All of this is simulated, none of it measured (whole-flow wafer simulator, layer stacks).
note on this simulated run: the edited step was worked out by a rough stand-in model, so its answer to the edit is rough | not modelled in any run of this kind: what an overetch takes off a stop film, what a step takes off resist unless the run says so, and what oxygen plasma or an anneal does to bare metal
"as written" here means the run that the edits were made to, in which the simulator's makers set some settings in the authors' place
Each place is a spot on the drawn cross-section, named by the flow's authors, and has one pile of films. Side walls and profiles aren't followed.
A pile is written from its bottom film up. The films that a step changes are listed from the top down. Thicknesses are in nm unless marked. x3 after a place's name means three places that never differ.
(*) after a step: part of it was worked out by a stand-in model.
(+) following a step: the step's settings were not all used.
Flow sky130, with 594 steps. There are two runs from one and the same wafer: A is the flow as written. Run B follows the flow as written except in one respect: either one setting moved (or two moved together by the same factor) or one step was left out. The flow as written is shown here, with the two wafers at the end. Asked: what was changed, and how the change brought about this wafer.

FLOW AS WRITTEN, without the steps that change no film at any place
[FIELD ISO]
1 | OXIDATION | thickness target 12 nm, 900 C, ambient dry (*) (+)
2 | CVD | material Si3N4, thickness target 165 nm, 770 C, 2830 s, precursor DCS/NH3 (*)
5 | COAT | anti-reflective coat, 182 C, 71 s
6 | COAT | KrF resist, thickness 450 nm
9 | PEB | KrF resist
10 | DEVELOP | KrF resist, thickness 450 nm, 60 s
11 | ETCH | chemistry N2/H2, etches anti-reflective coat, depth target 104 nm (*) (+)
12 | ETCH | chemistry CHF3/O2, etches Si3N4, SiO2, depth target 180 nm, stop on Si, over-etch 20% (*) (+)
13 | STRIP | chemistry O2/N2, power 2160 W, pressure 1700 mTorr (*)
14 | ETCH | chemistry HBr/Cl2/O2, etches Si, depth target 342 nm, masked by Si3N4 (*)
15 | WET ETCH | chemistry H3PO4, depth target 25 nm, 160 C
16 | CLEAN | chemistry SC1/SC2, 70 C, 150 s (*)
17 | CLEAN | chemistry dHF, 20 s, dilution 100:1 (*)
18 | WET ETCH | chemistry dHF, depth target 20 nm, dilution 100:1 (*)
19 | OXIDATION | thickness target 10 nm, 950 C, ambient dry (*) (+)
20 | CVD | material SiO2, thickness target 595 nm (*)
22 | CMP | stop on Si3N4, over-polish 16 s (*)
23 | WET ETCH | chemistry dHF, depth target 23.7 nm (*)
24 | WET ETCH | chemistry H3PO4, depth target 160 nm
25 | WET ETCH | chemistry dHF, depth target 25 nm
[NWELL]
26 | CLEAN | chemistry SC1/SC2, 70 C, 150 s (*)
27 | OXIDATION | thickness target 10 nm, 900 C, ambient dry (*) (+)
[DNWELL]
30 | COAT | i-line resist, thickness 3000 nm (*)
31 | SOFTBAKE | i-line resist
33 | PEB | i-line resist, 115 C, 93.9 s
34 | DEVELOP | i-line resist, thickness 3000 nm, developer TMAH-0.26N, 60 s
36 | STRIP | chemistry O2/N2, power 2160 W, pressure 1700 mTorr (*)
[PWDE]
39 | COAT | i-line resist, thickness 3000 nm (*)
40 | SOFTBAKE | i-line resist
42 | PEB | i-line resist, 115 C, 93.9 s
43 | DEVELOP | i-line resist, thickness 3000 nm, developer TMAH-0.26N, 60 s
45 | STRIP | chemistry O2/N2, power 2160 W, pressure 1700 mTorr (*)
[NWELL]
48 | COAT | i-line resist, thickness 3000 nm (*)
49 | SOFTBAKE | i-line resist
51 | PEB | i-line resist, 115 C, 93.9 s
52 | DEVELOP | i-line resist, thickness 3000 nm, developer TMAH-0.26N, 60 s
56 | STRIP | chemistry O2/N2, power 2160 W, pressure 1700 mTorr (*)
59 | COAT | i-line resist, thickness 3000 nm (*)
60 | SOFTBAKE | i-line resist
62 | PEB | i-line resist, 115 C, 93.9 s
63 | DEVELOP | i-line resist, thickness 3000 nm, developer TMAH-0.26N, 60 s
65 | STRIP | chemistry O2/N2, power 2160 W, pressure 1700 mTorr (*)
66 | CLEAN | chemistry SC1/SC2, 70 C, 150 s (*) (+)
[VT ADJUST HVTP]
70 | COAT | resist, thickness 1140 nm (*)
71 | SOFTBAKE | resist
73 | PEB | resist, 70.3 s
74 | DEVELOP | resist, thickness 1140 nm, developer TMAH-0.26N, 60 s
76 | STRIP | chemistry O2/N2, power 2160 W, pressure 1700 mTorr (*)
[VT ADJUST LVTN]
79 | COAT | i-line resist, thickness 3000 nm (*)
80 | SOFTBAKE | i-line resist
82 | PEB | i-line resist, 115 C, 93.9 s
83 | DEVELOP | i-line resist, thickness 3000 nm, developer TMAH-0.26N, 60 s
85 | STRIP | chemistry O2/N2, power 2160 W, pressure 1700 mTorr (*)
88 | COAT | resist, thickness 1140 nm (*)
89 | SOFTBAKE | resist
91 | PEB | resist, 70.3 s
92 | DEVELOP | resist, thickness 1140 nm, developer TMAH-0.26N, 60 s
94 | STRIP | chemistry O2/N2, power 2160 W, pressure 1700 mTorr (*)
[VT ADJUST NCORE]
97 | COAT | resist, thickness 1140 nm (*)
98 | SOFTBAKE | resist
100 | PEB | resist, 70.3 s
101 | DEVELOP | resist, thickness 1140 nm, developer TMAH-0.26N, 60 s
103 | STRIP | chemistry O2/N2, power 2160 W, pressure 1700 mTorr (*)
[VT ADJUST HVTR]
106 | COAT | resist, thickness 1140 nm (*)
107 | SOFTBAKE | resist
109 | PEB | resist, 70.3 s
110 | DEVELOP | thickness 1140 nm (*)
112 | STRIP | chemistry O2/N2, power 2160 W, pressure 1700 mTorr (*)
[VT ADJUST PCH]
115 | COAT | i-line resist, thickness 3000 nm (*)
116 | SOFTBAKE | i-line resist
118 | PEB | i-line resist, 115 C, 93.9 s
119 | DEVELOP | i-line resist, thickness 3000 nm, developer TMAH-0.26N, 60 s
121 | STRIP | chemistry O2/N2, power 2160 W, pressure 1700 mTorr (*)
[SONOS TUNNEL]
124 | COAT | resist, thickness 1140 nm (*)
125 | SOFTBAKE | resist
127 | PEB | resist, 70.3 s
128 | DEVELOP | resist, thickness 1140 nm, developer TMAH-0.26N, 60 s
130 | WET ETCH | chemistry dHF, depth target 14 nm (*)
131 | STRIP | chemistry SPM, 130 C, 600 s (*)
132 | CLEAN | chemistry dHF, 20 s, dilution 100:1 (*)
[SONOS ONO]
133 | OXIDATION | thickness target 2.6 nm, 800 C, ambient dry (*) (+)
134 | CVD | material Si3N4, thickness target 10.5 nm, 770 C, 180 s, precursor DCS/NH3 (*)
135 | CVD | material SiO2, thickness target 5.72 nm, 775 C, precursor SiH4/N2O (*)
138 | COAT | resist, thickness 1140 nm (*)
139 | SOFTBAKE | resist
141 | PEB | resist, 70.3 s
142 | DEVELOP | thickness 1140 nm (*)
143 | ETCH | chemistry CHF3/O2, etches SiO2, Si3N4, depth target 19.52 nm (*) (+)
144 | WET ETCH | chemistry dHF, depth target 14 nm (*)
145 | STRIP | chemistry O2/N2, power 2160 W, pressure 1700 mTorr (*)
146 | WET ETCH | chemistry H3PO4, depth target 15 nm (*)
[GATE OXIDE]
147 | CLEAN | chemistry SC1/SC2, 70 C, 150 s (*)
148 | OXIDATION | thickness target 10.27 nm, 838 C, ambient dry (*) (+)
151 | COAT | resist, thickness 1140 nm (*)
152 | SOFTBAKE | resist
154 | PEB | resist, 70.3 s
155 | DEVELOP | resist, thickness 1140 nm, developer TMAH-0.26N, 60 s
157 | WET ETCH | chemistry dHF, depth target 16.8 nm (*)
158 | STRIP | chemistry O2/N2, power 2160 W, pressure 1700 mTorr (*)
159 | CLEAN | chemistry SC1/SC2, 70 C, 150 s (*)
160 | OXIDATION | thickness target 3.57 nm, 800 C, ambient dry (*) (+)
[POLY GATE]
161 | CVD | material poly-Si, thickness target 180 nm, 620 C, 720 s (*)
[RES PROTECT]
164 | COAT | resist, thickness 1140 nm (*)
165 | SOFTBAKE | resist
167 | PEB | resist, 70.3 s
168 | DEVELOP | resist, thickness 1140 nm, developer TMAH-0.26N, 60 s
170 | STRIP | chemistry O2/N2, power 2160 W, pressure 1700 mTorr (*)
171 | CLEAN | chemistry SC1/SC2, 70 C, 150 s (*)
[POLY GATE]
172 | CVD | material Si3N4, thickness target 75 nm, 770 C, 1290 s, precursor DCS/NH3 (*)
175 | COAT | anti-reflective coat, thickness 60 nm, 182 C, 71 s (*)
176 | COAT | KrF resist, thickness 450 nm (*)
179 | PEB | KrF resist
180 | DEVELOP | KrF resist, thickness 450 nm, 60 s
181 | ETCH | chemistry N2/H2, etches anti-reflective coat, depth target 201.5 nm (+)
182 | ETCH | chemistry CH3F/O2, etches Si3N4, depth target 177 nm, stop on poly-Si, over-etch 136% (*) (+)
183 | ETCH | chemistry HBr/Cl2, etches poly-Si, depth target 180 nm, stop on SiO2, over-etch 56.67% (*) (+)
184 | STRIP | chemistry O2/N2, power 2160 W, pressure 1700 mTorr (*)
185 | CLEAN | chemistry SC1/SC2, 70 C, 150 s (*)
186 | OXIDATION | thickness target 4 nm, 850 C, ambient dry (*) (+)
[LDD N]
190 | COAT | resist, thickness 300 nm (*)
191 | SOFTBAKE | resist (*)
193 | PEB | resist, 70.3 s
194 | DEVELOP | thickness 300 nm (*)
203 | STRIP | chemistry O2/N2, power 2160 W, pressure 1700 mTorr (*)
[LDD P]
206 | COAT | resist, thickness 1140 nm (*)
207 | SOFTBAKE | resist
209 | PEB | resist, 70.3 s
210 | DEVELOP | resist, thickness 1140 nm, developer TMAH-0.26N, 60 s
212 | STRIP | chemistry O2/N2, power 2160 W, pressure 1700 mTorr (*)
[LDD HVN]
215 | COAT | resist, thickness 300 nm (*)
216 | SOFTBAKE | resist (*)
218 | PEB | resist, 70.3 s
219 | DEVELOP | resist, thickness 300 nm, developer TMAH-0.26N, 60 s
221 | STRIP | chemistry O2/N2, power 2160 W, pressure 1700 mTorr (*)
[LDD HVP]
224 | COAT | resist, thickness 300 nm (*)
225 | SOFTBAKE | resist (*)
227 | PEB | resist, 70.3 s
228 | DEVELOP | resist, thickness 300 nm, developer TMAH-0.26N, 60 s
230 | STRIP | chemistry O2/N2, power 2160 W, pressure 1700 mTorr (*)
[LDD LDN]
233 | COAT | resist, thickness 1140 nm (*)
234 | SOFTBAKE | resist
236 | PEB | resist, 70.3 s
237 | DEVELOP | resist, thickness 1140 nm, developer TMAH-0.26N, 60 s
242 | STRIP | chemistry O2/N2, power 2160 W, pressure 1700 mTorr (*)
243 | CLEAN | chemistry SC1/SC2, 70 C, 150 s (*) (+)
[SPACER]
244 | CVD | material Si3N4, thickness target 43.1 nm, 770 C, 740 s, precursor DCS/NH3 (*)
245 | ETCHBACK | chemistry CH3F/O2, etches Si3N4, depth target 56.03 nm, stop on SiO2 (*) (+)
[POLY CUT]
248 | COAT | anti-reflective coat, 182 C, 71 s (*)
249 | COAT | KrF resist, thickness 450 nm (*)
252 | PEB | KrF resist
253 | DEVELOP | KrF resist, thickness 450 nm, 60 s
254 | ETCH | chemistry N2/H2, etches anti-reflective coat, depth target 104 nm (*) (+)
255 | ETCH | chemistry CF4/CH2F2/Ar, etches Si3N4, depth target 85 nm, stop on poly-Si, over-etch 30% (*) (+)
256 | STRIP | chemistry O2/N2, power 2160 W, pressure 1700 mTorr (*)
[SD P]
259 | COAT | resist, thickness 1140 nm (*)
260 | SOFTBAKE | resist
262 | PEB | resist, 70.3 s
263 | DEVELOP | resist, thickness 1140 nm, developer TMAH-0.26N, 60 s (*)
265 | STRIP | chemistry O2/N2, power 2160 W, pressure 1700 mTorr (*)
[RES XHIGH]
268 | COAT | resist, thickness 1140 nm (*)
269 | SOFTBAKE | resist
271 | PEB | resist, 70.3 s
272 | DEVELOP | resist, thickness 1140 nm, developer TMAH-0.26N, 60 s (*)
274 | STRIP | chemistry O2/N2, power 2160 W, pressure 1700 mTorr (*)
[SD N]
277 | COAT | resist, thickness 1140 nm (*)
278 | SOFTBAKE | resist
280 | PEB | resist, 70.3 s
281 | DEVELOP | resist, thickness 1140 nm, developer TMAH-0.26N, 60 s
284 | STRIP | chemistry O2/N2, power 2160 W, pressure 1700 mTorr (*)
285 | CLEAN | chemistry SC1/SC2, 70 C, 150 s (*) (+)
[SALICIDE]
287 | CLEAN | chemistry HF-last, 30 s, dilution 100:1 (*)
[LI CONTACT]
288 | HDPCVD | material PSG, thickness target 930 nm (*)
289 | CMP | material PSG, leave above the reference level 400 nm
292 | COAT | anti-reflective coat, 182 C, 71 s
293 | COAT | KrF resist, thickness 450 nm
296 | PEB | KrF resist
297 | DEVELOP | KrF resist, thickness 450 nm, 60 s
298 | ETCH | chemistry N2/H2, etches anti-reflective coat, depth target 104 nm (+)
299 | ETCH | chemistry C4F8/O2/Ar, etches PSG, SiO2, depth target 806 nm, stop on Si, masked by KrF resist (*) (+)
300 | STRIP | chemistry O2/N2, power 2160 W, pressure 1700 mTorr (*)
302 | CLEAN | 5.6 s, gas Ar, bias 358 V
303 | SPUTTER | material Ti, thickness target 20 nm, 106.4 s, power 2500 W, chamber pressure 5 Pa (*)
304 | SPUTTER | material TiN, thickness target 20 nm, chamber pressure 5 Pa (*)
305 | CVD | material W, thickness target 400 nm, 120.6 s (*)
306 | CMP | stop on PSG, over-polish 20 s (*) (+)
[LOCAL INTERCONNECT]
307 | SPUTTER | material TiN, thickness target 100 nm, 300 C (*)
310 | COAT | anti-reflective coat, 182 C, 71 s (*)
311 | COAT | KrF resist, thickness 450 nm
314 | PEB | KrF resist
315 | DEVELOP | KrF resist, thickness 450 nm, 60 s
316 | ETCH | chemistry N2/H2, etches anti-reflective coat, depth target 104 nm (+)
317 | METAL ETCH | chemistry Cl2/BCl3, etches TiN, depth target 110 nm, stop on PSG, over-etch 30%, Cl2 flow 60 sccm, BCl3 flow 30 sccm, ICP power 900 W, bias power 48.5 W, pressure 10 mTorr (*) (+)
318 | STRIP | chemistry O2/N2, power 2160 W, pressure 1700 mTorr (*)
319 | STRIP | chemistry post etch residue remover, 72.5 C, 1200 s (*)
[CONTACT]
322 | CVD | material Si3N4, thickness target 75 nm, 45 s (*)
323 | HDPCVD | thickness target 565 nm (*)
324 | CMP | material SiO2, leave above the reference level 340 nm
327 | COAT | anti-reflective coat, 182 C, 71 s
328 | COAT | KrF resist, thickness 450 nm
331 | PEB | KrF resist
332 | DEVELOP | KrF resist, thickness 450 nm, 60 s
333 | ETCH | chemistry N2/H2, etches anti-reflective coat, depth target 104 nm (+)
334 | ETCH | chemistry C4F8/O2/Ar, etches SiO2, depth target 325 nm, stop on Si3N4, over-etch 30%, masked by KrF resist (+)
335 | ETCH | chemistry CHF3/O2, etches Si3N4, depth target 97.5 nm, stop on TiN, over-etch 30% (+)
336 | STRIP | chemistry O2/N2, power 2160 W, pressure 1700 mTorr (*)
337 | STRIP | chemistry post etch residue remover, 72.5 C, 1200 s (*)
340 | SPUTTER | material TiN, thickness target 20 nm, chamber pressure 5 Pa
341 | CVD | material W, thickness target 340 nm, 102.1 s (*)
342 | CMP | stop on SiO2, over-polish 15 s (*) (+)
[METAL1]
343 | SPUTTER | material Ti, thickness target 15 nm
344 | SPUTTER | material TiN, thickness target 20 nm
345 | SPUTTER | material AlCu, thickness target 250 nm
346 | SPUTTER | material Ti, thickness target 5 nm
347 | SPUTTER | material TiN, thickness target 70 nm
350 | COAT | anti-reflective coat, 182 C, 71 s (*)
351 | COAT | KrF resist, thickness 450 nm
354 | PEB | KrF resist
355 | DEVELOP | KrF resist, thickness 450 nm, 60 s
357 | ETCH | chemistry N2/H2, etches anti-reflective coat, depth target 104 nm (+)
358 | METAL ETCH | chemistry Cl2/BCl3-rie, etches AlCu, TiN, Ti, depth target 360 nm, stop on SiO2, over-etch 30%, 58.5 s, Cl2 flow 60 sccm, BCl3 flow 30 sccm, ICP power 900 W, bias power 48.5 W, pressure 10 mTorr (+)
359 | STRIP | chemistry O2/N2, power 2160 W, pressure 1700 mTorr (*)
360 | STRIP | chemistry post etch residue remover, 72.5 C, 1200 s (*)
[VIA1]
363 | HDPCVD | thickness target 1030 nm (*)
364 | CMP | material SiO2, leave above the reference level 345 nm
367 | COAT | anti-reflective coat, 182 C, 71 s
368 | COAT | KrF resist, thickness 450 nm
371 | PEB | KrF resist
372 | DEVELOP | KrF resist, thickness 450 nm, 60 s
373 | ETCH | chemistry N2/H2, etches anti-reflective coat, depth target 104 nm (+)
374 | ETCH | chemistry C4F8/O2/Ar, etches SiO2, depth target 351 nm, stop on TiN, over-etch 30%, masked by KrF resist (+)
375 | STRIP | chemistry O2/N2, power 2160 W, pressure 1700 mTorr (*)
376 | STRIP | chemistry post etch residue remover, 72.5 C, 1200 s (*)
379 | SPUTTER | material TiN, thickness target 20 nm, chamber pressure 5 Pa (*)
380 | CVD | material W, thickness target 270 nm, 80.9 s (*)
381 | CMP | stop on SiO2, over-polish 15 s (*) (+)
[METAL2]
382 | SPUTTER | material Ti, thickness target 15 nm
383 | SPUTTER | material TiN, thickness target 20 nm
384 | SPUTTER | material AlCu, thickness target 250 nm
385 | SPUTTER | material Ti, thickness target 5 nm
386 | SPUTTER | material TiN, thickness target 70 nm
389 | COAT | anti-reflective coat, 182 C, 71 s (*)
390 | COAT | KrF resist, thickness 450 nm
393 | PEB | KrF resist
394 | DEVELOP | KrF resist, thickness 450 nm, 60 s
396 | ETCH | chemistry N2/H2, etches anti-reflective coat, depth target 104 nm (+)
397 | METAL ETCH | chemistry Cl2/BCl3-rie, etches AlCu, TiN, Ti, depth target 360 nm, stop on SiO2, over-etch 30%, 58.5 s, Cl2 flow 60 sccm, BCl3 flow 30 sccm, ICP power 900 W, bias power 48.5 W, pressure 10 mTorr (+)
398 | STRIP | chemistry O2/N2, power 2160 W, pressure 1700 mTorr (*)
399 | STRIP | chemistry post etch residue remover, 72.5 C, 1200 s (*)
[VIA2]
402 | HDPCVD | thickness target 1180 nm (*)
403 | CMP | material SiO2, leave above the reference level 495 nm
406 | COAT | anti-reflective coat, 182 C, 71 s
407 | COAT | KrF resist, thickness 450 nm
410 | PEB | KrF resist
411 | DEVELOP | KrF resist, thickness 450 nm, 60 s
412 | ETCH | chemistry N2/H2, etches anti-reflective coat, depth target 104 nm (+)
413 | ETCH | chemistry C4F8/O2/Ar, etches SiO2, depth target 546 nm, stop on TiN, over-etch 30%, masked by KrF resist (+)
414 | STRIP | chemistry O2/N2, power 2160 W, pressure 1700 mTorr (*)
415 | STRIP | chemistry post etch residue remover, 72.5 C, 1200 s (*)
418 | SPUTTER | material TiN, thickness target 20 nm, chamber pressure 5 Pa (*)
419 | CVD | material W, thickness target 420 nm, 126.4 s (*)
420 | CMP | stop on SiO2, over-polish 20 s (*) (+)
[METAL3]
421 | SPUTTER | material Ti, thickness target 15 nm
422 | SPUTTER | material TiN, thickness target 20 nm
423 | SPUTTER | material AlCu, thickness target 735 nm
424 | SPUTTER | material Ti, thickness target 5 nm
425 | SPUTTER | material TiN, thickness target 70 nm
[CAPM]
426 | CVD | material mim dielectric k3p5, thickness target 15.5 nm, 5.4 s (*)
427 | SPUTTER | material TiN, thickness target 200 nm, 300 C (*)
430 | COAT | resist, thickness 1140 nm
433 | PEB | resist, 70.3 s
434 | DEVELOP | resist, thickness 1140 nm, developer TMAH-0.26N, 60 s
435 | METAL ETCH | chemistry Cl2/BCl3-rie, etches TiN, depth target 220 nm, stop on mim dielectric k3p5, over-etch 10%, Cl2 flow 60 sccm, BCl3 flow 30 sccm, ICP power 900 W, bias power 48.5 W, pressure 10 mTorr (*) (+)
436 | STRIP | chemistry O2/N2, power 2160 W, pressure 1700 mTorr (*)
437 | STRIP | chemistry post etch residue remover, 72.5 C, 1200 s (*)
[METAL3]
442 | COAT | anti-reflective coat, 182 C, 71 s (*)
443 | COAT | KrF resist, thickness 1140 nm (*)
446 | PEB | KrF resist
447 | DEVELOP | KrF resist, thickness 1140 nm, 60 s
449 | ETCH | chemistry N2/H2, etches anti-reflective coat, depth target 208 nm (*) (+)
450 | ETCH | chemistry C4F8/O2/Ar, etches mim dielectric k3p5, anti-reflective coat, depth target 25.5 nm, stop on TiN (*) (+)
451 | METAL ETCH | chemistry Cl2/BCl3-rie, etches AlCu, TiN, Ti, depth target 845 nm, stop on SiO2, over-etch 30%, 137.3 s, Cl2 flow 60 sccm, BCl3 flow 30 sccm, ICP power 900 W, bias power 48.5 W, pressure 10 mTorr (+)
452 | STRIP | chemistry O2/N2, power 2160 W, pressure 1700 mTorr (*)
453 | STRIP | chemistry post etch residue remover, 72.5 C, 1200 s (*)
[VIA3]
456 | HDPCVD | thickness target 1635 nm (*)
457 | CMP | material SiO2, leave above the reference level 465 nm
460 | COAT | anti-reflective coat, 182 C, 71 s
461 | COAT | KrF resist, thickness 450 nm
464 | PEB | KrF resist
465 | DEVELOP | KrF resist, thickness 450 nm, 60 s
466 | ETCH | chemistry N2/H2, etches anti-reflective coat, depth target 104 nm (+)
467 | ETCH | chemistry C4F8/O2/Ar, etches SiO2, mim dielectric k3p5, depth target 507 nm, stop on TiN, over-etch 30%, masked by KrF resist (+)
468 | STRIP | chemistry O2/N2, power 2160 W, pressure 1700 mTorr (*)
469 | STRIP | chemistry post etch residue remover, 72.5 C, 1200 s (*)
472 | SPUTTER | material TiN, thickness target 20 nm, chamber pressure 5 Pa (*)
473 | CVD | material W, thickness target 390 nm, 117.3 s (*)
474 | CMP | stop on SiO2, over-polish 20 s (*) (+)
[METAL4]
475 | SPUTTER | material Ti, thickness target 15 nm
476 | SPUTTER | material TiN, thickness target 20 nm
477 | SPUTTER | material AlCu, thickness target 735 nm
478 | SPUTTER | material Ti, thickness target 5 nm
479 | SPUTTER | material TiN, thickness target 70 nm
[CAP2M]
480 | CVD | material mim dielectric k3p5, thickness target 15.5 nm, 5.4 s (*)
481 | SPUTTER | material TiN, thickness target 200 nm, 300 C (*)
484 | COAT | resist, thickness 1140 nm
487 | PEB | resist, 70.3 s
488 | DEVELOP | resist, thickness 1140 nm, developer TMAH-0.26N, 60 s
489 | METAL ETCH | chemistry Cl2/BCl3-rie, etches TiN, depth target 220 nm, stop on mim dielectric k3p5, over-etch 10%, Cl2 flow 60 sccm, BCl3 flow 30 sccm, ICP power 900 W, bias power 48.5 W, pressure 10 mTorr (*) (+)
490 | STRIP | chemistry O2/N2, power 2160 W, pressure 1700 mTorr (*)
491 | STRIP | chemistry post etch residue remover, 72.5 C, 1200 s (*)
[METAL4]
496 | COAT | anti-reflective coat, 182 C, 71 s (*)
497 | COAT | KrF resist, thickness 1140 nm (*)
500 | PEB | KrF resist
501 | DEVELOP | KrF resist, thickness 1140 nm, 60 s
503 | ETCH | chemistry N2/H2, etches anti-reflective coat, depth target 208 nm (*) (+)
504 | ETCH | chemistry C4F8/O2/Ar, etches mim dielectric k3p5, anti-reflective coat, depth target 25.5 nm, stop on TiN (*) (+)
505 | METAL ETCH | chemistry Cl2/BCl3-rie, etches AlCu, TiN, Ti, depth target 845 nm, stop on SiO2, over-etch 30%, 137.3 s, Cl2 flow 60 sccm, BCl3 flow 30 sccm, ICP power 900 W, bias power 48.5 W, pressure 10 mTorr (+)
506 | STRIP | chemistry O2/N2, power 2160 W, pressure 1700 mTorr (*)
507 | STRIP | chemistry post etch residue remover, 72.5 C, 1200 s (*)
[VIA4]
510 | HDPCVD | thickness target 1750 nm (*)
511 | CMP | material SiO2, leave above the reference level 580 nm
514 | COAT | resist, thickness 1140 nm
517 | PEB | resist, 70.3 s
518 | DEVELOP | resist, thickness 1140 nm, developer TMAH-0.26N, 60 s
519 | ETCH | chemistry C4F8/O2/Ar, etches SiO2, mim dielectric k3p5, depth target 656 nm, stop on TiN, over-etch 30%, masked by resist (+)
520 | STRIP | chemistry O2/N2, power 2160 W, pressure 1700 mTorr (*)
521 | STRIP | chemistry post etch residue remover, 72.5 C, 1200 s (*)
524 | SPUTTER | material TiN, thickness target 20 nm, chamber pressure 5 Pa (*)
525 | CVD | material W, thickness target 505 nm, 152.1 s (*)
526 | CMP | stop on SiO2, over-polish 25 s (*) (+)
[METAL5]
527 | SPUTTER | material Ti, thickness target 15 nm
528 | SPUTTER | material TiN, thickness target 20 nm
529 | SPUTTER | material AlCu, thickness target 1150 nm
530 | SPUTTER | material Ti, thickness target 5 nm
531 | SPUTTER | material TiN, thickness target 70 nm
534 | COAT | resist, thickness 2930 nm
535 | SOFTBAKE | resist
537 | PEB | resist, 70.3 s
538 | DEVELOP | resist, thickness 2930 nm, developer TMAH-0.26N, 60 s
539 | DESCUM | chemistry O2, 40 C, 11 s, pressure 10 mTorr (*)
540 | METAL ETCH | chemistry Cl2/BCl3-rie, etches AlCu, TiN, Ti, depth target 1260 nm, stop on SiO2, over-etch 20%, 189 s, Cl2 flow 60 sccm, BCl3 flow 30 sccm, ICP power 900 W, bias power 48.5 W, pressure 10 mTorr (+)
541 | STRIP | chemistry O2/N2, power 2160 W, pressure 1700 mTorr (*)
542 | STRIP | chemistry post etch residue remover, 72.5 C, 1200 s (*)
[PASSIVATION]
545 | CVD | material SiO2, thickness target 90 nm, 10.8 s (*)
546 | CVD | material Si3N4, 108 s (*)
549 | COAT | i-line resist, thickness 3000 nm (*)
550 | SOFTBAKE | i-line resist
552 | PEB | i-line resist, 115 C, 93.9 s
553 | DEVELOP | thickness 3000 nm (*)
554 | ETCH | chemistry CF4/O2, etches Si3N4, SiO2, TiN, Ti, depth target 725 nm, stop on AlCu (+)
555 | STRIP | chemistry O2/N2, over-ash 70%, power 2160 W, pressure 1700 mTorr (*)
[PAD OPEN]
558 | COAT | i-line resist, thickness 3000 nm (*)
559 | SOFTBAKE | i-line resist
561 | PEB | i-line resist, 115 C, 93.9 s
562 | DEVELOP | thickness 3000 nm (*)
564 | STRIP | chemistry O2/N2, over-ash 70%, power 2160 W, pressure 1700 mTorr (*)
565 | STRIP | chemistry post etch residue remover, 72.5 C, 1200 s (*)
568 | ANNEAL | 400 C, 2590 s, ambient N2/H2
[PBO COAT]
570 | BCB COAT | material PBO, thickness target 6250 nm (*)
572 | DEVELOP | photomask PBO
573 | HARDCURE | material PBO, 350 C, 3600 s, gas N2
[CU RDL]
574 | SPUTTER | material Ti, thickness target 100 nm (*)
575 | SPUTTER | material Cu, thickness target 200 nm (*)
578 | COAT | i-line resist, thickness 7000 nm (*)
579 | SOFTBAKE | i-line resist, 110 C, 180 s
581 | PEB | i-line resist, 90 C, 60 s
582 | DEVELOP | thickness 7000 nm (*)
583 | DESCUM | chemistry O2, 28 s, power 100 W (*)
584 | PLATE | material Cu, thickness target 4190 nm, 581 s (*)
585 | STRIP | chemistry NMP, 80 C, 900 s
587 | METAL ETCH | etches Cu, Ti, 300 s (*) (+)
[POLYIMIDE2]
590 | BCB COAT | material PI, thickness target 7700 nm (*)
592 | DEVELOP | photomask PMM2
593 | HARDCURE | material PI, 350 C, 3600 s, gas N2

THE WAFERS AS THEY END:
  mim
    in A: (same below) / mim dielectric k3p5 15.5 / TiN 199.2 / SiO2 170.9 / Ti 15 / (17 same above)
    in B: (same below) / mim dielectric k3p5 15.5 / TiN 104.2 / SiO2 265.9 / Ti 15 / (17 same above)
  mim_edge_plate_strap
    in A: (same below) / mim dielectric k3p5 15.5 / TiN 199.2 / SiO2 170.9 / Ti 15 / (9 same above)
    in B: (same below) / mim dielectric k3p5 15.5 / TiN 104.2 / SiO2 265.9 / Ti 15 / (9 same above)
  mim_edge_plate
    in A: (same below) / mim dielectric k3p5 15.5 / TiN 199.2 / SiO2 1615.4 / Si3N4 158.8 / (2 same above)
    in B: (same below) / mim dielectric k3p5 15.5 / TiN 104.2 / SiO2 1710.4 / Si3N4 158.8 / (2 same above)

What caused this: step 427, SPUTTER: thickness target 105 nm was run, though the flow has thickness target 200 nm.

Step by step, how the change led to this:
  427 | SPUTTER | material TiN, thickness target 200 nm, 300 C (*)
      field, active, n_well and 188 more: A +200 TiN (new film) | B +105 TiN (new film)
  435 | METAL ETCH | chemistry Cl2/BCl3-rie, etches TiN, depth target 220 nm, stop on mim dielectric k3p5, over-etch 10%, Cl2 flow 60 sccm, BCl3 flow 30 sccm, ICP power 900 W, bias power 48.5 W, pressure 10 mTorr (*) (+)
      field, active, n_well and 185 more: A -200 TiN (all of it) | B -105 TiN (all of it)
      mim, mim_edge_plate_strap, mim_edge_plate: A -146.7 resist | B -77 resist
  436 | STRIP | chemistry O2/N2, power 2160 W, pressure 1700 mTorr (*)
      mim, mim_edge_plate_strap, mim_edge_plate: A -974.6 resist (all of it) | B -1044.3 resist (all of it)
  442 | COAT | anti-reflective coat, 182 C, 71 s (*)
      poly_licon, rpo_hd_licon: A +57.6 anti-reflective coat (new film) | B +80.6 anti-reflective coat (new film)
      mim: A +40.4 anti-reflective coat (new film) | B +31.2 anti-reflective coat (new film)
      (also at 8 further places)
  443 | COAT | KrF resist, thickness 1140 nm (*)
      mim_edge_plate_strap, mim_edge_plate: A +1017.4 KrF resist (new film) | B +1112.4 KrF resist (new film)
      poly_licon, rpo_hd_licon: A +1171.3 KrF resist (new film) | B +1145.5 KrF resist (new film)
      (also at 3 further places)
  447 | DEVELOP | KrF resist, thickness 1140 nm, 60 s
      poly_licon, rpo_hd_licon: A -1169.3 KrF resist (all of it) | B -1143.6 KrF resist (all of it)
      rxpo_ln: A -1165.6 KrF resist (all of it) | B -1138.3 KrF resist (all of it)
  449 | ETCH | chemistry N2/H2, etches anti-reflective coat, depth target 208 nm (*) (+)
      poly_licon, rpo_hd_licon: A -57.6 anti-reflective coat (all of it) | B -80.6 anti-reflective coat (all of it)
      rpo_hd: A -62 anti-reflective coat (all of it) | B -77.3 anti-reflective coat (all of it)
      (also at 2 further places)
  452 | STRIP | chemistry O2/N2, power 2160 W, pressure 1700 mTorr (*)
      mim_edge_plate_strap, mim_edge_plate: A -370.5 KrF resist (all of it), -3 anti-reflective coat (all of it) | B -465.3 KrF resist (all of it), -3 anti-reflective coat (all of it)
      mim: A -378.7 KrF resist (all of it), -40.4 anti-reflective coat (all of it) | B -455.2 KrF resist (all of it), -31.2 anti-reflective coat (all of it)
      (also at 5 further places)
  457 | CMP | material SiO2, leave above the reference level 465 nm
      mim, mim_edge_plate_strap, mim_edge_plate: A -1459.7 SiO2 | B -1364.7 SiO2
